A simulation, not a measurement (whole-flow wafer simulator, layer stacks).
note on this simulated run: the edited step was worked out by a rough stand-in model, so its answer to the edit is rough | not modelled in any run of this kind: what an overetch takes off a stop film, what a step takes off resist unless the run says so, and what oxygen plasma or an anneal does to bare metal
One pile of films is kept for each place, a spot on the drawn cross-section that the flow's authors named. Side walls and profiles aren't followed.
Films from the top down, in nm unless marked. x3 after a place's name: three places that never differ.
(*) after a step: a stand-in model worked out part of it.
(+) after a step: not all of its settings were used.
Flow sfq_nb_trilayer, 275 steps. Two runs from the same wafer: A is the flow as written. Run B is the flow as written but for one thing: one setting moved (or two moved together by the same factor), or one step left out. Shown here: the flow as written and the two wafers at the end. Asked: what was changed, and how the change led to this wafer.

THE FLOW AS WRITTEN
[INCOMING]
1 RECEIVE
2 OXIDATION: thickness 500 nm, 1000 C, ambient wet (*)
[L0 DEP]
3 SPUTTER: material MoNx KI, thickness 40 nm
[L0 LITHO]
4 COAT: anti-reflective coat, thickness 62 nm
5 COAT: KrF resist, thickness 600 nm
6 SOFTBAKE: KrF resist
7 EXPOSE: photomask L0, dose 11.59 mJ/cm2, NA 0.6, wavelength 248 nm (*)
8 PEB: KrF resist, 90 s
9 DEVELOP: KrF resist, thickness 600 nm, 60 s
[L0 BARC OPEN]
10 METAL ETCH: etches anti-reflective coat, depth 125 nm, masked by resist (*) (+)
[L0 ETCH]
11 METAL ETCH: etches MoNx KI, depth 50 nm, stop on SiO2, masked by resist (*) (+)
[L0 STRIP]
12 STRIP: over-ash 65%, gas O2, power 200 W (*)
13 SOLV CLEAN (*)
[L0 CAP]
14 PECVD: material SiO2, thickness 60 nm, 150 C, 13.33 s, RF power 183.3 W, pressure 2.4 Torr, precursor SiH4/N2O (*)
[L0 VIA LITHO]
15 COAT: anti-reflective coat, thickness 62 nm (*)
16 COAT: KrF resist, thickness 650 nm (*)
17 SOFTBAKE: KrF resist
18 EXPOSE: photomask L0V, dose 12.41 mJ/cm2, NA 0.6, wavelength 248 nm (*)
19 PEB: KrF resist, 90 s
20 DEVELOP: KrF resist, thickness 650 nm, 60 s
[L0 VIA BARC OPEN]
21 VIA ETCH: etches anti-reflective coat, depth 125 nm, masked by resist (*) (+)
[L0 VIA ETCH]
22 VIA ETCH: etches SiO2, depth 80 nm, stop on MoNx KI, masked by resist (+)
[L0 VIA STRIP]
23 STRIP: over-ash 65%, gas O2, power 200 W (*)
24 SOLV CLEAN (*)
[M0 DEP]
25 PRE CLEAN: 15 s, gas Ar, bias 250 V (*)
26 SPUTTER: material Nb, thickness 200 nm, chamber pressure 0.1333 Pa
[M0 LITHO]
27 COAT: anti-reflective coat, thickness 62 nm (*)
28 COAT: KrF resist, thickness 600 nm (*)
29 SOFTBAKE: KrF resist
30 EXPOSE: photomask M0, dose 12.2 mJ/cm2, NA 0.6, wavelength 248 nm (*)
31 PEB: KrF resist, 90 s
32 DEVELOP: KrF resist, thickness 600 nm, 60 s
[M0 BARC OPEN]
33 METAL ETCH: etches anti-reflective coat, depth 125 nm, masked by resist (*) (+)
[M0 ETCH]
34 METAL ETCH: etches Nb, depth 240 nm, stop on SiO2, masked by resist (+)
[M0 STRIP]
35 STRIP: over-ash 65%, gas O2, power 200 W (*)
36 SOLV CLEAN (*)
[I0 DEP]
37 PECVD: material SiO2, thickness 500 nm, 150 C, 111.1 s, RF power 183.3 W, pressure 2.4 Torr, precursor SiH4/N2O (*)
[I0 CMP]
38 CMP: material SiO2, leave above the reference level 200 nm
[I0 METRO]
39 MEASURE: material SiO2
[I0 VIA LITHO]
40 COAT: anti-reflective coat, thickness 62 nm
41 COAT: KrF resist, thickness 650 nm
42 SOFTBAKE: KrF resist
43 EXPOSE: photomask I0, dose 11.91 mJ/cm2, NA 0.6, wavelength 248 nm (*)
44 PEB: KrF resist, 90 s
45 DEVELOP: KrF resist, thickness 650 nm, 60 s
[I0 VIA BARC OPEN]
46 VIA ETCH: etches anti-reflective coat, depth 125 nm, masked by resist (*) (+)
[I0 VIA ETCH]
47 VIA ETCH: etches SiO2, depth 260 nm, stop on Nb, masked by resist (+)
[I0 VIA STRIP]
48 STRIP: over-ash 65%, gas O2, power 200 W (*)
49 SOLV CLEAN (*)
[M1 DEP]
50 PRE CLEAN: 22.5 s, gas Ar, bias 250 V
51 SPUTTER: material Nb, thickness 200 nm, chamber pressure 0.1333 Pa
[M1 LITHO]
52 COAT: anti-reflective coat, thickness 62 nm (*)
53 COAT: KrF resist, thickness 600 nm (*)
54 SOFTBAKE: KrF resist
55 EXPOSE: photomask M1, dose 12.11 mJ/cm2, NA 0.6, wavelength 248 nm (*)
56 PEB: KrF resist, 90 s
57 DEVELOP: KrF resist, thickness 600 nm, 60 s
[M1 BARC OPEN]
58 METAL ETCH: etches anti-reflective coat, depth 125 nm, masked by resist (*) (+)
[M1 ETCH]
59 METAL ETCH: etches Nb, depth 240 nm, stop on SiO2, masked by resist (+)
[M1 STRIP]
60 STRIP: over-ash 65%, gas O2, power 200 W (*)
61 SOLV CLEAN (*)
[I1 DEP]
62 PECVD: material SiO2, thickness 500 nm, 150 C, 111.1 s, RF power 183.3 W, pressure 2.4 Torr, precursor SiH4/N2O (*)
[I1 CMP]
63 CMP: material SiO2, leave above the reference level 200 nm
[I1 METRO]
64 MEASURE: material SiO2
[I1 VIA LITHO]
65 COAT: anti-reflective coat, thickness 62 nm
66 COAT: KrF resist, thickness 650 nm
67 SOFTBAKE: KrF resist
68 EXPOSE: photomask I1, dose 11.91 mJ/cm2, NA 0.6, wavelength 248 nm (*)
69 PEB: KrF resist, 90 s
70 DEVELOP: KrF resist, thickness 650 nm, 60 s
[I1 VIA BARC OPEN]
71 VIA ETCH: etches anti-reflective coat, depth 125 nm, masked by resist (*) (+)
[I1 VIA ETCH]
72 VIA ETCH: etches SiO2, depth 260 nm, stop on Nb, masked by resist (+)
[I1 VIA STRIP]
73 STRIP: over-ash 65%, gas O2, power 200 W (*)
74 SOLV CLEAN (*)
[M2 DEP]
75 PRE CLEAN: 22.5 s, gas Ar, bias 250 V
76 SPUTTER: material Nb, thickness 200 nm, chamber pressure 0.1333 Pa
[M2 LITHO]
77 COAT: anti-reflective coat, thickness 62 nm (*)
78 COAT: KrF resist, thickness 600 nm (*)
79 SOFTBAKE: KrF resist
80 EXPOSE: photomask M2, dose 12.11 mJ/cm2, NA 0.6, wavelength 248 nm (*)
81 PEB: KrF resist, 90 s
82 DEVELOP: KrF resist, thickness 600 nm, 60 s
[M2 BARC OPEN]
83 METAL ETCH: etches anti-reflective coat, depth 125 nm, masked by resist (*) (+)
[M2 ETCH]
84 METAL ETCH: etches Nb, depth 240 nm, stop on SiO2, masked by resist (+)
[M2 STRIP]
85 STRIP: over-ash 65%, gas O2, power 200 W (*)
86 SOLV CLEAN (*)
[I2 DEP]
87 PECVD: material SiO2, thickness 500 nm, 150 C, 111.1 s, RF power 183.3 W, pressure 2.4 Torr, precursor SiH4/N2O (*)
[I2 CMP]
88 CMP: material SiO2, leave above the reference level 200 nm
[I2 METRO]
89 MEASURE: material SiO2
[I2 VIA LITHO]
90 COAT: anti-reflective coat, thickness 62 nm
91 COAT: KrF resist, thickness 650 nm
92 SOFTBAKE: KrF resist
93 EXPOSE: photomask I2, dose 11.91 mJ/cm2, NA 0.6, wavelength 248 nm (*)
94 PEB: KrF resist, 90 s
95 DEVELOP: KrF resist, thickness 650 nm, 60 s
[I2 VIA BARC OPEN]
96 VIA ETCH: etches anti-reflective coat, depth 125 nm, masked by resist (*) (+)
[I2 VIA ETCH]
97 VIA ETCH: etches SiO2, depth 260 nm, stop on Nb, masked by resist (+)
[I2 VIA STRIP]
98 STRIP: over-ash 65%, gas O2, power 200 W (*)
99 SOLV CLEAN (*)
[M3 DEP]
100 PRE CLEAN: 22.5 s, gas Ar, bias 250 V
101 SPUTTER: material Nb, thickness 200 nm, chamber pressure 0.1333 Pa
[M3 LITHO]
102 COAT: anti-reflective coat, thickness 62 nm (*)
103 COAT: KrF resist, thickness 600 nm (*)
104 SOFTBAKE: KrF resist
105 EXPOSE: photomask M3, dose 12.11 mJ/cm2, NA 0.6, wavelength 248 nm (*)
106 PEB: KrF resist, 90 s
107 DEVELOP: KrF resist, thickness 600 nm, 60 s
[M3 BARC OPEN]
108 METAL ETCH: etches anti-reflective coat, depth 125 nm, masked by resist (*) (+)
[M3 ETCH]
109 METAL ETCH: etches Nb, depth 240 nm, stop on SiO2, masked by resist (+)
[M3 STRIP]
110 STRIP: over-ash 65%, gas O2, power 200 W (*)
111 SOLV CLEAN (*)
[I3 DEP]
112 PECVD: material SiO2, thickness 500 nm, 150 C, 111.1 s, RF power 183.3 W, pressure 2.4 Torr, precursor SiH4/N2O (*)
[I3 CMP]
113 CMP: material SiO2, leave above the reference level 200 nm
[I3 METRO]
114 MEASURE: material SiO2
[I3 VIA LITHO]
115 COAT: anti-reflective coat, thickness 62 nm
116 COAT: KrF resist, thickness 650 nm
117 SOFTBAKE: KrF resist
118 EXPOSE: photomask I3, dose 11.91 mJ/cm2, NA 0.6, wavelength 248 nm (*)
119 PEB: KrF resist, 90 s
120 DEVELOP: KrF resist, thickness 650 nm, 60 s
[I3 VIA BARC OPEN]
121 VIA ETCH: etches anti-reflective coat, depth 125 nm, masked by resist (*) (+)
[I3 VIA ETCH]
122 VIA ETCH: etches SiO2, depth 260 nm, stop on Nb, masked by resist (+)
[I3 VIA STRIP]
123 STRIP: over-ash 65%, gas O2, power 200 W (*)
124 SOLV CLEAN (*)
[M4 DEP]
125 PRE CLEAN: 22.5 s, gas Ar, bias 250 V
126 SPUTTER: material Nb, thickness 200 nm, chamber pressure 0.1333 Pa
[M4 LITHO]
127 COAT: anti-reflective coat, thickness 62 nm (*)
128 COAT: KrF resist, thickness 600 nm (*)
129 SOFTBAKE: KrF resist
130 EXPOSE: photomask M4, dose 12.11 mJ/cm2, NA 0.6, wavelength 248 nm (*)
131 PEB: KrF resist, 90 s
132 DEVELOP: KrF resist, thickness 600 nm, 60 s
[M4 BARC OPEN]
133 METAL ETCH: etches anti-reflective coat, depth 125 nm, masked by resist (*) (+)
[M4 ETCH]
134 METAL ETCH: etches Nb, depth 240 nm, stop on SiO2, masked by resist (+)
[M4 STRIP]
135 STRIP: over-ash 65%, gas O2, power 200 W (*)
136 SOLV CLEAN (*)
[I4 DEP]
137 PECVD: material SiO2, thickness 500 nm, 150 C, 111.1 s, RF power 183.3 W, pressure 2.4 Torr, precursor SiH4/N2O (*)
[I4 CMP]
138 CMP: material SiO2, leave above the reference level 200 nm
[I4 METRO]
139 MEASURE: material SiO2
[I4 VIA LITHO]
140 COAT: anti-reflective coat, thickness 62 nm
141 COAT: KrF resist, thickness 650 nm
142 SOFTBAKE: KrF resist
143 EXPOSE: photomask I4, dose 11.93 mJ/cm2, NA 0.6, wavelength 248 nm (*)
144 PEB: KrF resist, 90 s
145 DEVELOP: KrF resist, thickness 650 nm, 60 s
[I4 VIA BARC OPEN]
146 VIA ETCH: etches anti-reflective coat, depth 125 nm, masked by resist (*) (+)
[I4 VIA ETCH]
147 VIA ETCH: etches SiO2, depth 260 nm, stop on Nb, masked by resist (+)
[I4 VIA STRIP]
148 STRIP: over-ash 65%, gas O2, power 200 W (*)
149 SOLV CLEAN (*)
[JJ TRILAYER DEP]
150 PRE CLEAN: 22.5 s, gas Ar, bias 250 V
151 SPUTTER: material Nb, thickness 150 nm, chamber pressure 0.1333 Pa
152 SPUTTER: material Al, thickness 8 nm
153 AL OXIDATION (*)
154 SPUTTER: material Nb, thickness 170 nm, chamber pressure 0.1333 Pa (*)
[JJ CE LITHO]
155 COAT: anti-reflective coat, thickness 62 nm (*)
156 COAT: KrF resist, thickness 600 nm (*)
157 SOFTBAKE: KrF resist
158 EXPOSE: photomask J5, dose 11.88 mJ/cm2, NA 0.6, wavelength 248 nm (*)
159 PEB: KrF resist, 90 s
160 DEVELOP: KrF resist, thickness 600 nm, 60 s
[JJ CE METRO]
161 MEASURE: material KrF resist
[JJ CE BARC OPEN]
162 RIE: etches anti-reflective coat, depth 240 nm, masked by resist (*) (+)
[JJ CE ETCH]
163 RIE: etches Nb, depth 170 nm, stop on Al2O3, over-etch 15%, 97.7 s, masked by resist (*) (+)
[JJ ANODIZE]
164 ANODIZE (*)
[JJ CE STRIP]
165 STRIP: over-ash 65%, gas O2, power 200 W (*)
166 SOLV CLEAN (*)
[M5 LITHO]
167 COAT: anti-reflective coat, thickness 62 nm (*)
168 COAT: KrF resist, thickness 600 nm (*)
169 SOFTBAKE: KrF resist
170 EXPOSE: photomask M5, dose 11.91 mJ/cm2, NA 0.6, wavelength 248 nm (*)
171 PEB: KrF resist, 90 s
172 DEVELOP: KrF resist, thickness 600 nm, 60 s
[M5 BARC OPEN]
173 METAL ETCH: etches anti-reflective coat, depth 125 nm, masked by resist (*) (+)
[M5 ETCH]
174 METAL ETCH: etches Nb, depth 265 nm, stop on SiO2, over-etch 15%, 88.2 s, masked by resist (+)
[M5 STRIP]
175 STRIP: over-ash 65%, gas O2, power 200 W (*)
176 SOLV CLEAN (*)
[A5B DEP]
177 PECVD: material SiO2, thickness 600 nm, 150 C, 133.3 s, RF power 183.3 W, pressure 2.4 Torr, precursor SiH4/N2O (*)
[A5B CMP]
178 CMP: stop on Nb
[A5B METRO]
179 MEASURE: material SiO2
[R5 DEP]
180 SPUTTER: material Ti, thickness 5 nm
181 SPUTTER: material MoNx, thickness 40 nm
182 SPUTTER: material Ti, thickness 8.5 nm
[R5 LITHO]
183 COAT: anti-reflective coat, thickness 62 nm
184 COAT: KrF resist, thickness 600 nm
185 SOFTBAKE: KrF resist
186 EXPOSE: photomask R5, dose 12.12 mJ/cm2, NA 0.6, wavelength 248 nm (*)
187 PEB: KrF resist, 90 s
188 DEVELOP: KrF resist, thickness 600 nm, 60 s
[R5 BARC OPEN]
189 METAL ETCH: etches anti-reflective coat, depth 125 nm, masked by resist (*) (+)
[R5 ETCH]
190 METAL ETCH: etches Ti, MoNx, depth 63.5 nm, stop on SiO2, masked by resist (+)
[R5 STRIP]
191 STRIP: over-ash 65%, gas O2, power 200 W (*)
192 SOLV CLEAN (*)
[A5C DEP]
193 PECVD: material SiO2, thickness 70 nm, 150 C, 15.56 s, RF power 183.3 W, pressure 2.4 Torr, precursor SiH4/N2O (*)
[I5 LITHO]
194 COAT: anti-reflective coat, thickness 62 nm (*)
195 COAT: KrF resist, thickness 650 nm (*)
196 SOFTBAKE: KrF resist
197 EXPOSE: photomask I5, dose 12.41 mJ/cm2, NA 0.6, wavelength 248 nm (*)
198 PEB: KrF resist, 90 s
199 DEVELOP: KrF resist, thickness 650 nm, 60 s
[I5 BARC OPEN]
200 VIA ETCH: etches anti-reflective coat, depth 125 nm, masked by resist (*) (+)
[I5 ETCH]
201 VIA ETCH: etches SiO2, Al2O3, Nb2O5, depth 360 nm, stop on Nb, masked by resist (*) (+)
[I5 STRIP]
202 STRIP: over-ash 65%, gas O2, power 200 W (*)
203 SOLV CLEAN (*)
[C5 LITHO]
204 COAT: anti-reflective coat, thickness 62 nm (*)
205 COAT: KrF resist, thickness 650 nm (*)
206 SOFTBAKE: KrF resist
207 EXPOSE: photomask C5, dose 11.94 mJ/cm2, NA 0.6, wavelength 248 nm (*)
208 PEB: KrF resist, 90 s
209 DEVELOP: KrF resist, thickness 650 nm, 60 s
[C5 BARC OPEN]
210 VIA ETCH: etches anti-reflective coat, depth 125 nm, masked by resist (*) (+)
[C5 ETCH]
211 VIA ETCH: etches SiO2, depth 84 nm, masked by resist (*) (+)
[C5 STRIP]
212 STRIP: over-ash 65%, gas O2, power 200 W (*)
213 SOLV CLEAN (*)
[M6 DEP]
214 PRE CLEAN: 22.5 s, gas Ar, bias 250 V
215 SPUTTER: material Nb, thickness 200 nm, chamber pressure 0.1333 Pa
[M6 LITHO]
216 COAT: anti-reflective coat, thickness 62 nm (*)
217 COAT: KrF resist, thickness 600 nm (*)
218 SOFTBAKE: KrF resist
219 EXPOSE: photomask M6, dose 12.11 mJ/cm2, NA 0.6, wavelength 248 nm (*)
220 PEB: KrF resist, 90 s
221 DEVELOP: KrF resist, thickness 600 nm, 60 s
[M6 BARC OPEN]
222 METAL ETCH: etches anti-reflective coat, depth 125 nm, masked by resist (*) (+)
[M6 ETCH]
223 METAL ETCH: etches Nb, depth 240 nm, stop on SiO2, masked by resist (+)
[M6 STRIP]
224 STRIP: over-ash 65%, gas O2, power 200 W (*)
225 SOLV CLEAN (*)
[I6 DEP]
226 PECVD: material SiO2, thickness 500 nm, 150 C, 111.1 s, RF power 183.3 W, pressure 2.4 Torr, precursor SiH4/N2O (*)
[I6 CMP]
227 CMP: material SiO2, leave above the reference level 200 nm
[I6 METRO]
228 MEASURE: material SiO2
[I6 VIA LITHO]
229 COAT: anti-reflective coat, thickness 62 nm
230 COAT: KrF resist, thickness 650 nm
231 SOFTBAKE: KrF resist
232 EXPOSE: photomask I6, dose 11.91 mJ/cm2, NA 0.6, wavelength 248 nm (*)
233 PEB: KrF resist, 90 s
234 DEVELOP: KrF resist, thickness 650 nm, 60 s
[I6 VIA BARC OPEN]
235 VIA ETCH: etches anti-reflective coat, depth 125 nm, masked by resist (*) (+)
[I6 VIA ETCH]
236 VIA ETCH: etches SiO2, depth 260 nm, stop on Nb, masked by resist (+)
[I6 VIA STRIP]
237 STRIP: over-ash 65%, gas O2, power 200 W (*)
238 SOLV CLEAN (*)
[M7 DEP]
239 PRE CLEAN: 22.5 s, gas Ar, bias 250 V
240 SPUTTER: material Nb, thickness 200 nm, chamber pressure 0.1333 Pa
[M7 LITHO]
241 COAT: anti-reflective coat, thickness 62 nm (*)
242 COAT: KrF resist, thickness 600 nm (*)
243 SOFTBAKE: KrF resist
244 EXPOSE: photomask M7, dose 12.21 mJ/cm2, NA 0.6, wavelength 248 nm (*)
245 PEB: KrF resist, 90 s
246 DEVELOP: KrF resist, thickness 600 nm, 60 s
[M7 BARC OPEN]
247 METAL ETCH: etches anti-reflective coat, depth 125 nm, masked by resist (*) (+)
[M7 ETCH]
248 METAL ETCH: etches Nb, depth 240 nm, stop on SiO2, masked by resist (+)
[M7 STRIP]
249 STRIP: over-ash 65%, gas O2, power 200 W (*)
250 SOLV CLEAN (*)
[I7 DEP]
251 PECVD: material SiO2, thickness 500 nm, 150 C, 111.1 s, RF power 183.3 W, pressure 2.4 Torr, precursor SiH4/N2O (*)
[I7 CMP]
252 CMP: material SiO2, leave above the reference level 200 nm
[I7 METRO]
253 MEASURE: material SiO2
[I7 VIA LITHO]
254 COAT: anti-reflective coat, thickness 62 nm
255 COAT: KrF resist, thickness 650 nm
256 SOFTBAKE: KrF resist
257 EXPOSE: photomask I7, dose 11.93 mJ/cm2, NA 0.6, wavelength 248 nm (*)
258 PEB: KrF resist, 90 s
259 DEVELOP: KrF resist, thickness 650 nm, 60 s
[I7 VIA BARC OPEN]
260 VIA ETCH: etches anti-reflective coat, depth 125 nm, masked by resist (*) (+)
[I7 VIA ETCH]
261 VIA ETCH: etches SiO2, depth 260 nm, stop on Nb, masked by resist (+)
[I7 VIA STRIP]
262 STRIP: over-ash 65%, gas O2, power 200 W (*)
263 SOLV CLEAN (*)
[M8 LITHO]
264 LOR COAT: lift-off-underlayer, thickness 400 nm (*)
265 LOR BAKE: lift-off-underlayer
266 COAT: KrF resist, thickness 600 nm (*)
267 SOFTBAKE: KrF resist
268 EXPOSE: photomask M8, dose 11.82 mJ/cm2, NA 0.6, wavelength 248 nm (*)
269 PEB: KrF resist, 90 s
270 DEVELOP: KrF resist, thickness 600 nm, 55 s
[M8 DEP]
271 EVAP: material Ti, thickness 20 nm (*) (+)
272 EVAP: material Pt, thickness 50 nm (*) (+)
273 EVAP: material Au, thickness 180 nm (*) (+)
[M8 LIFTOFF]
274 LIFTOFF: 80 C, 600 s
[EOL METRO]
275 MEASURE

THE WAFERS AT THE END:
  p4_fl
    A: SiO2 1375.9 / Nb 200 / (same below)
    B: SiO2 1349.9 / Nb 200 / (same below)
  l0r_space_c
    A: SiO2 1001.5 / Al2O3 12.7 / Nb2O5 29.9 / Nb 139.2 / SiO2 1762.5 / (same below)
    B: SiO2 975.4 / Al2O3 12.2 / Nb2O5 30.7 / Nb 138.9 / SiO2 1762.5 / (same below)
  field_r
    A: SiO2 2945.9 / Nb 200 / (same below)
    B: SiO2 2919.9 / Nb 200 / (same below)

The cause: step 154, SPUTTER: thickness 144 nm was run, where the flow has thickness 170 nm.

How the change led to this, step by step:
  154 SPUTTER: material Nb, thickness 170 nm, chamber pressure 0.1333 Pa (*)
      field_l, v_sur, via_sp and 100 more: A Nb +170 (new film) | B Nb +144 (new film)
      via_wl, via_wr: A Nb +140.7 (new film) | B Nb +119.1 (new film)
      (and at 1 more place)
  155 COAT: anti-reflective coat, thickness 62 nm (*)
      via_wl, via_wr: A anti-reflective coat +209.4 (new film) | B anti-reflective coat +202.6 (new film)
      via_w: A anti-reflective coat +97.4 (new film) | B anti-reflective coat +95.3 (new film)
  162 RIE: etches anti-reflective coat, depth 240 nm, masked by resist (*) (+)
      ce_l, c5j, ce_r, wl_jj: A KrF resist -209.4 | B KrF resist -202.6
      via_wl, via_wr: A anti-reflective coat -209.4 (all of it) | B anti-reflective coat -202.6 (all of it)
      (and at 1 more place)
  163 RIE: etches Nb, depth 170 nm, stop on Al2O3, over-etch 15%, 97.7 s, masked by resist (*) (+)
      field_l, v_sur, via_sp and 96 more: A Nb -170 (all of it), Al2O3 -0.51 | B Nb -144 (all of it), Al2O3 -0.96 (all of it)
      via_wl, via_wr: A Nb -140.7 (all of it), Al2O3 -0.96 (all of it) | B Nb -119.1 (all of it), Al2O3 -0.96 (all of it)
      (and at 1 more place)
  164 ANODIZE (*)
      field_l, v_sur, via_sp and 96 more: A Al2O3 +12.2, Nb2O5 +29.9 (new film), Al -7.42 (all of it), Nb -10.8 | B Al2O3 +12.2 (new film), Nb2O5 +30.7 (new film), Al -7.42 (all of it), Nb -11.1
  165 STRIP: over-ash 65%, gas O2, power 200 W (*)
      ce_l: A KrF resist -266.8 (all of it), anti-reflective coat -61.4 (all of it) | B KrF resist -273.6 (all of it), anti-reflective coat -61.4 (all of it)
      c5j: A KrF resist -266.9 (all of it), anti-reflective coat -61.5 (all of it) | B KrF resist -273.6 (all of it), anti-reflective coat -61.5 (all of it)
      (and at 2 more places)
  167 COAT: anti-reflective coat, thickness 62 nm (*)
      wl_j_sl, wl_j_sr: A anti-reflective coat +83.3 (new film) | B anti-reflective coat +79.7 (new film)
      jj_sur: A anti-reflective coat +82.6 (new film) | B anti-reflective coat +79.1 (new film)
      (and at 5 more places)
  168 COAT: KrF resist, thickness 600 nm (*)
      ce_l: A KrF resist +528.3 (new film) | B KrF resist +544.6 (new film)
      c5j: A KrF resist +507.6 (new film) | B KrF resist +523.9 (new film)
      (and at 2 more places)
  174 METAL ETCH: etches Nb, depth 265 nm, stop on SiO2, over-etch 15%, 88.2 s, masked by resist (+)
      field_l, r_sur, res and 50 more: A Al2O3 -12.6 (all of it), Nb2O5 -29.9 (all of it), Nb -139.2 (all of it), SiO2 -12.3 | B Al2O3 -12.2 (all of it), Nb2O5 -30.7 (all of it), Nb -138.9 (all of it), SiO2 -12.3
  175 STRIP: over-ash 65%, gas O2, power 200 W (*)
      jj_sur: A KrF resist -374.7 (all of it), anti-reflective coat -82.6 (all of it) | B KrF resist -372.9 (all of it), anti-reflective coat -79.1 (all of it)
      ce_l: A KrF resist -299.6 (all of it), anti-reflective coat -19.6 (all of it) | B KrF resist -315.9 (all of it), anti-reflective coat -22.4 (all of it)
      (and at 6 more places)
  178 CMP: stop on Nb
      v_sur, via_sp, via_v and 43 more: A SiO2 -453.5 | B SiO2 -479.6
      field_l, p4_fl, p4_fm and 39 more: A SiO2 -259.3 | B SiO2 -285.3
      (and at 14 more places)
  201 VIA ETCH: etches SiO2, Al2O3, Nb2O5, depth 360 nm, stop on Nb, masked by resist (*) (+)
      be: A SiO2 -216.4 (all of it), Al2O3 -12.7 (all of it), Nb2O5 -29.9 (all of it) | B SiO2 -190.3 (all of it), Al2O3 -12.2 (all of it), Nb2O5 -30.7 (all of it)
  204 COAT: anti-reflective coat, thickness 62 nm (*)
      be: A anti-reflective coat +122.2 (new film) | B anti-reflective coat +118.4 (new film)
      be_sur: A anti-reflective coat +41.8 (new film) | B anti-reflective coat +42.8 (new film)
  205 COAT: KrF resist, thickness 650 nm (*)
      be: A KrF resist +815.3 (new film) | B KrF resist +797 (new film)
  212 STRIP: over-ash 65%, gas O2, power 200 W (*)
      be: A KrF resist -728.2 (all of it), anti-reflective coat -122.2 (all of it) | B KrF resist -709.8 (all of it), anti-reflective coat -118.4 (all of it)
      be_sur: A KrF resist -559.6 (all of it), anti-reflective coat -41.8 (all of it) | B KrF resist -561.2 (all of it), anti-reflective coat -42.8 (all of it)
  215 SPUTTER: material Nb, thickness 200 nm, chamber pressure 0.1333 Pa
      be: A Nb +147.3 | B Nb +153.2
  ... 3 more steps ...
  226 PECVD: material SiO2, thickness 500 nm, 150 C, 111.1 s, RF power 183.3 W, pressure 2.4 Torr, precursor SiH4/N2O (*)
      be: A SiO2 +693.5 (new film) | B SiO2 +661.9 (new film)
